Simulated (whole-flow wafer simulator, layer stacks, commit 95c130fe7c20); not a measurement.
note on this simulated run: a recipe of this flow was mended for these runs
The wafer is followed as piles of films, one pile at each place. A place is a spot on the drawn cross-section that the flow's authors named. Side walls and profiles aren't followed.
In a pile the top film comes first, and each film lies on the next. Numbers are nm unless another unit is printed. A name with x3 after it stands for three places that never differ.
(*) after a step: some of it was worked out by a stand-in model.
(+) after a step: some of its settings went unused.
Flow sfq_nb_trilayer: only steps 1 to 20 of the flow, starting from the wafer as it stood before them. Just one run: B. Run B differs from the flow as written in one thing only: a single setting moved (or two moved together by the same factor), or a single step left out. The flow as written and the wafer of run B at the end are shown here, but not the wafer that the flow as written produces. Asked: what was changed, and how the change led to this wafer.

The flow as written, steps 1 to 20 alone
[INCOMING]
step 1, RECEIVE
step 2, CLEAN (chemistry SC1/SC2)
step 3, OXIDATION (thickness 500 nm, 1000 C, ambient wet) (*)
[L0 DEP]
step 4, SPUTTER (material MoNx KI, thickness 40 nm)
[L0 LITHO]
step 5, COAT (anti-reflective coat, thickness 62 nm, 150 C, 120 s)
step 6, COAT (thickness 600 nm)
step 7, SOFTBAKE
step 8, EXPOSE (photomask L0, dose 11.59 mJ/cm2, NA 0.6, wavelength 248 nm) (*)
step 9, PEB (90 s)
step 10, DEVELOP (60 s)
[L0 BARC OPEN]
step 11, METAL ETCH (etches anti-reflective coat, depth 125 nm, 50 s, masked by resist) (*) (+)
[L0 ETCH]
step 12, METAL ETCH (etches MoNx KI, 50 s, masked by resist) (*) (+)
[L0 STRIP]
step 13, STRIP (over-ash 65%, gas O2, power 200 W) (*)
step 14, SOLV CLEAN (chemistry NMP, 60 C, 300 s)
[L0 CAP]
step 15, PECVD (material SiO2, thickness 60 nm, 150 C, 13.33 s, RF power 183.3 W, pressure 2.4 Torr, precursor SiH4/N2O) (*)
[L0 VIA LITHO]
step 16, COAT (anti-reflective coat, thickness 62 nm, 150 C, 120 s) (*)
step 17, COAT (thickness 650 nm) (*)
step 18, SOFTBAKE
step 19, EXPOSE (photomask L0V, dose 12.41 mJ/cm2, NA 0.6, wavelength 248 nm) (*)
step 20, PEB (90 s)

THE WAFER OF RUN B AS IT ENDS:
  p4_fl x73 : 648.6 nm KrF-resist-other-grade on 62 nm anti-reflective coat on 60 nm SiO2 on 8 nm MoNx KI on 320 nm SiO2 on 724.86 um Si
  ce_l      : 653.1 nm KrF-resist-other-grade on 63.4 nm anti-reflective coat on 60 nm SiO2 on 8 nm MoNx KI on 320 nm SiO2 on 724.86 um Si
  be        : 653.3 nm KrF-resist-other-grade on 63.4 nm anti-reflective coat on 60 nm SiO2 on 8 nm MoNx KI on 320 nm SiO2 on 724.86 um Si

The reason: step 3, OXIDATION: thickness 320 nm was run, whereas the flow has thickness 500 nm; step 12, METAL ETCH: 32 s was run, where the flow has 50 s.

Step by step, how the change led to this:
  step 3, OXIDATION (thickness 500 nm, 1000 C, ambient wet) (*)
      field_l, v_sur, via_wl and 103 more: +320 SiO2 (new film), -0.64 chemical SiO2 (all of it), -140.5 Si (it would be, as written: +500 SiO2 (new film), -0.64 chemical SiO2 (all of it), -219.7 Si)
  step 12, METAL ETCH (etches MoNx KI, 50 s, masked by resist) (*) (+)
      v_sur, via_wl, via_w and 97 more: -32 MoNx KI (it would be, as written: -40 MoNx KI (all of it), -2 SiO2)
      field_l, l0_sur, l0v, l0r_line_l, l0r_line_c, l0r_line_r: -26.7 KrF-resist-other-grade (it would be, as written: -41.7 KrF-resist-other-grade)
  step 13, STRIP (over-ash 65%, gas O2, power 200 W) (*)
      field_l, l0_sur, l0v, l0r_line_l, l0r_line_c, l0r_line_r: -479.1 KrF-resist-other-grade (all of it), -62 anti-reflective coat (all of it) (it would be, as written: -464.1 KrF-resist-other-grade (all of it), -62 anti-reflective coat (all of it))
  step 15, PECVD (material SiO2, thickness 60 nm, 150 C, 13.33 s, RF power 183.3 W, pressure 2.4 Torr, precursor SiH4/N2O) (*)
      v_sur, via_wl, via_w and 97 more: +60 SiO2 (new film) (it would be, as written: +60 SiO2)
  step 16, COAT (anti-reflective coat, thickness 62 nm, 150 C, 120 s) (*)
      l0r_line_c, l0r_line_r: +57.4 anti-reflective coat (new film) (it would be, as written: +56.2 anti-reflective coat (new film))
      field_l: +52.6 anti-reflective coat (new film) (it would be, as written: +50 anti-reflective coat (new film))
      (as well as at 6 more places)
With metal films that touch counted as one body, p4_fl x73 has 1 body; the flow as written gives 0 bodies.
With metal films that touch counted as one body, ce_l has 1 body; the flow as written gives 0 bodies.
With metal films that touch counted as one body, be has 1 body; the flow as written gives 0 bodies.
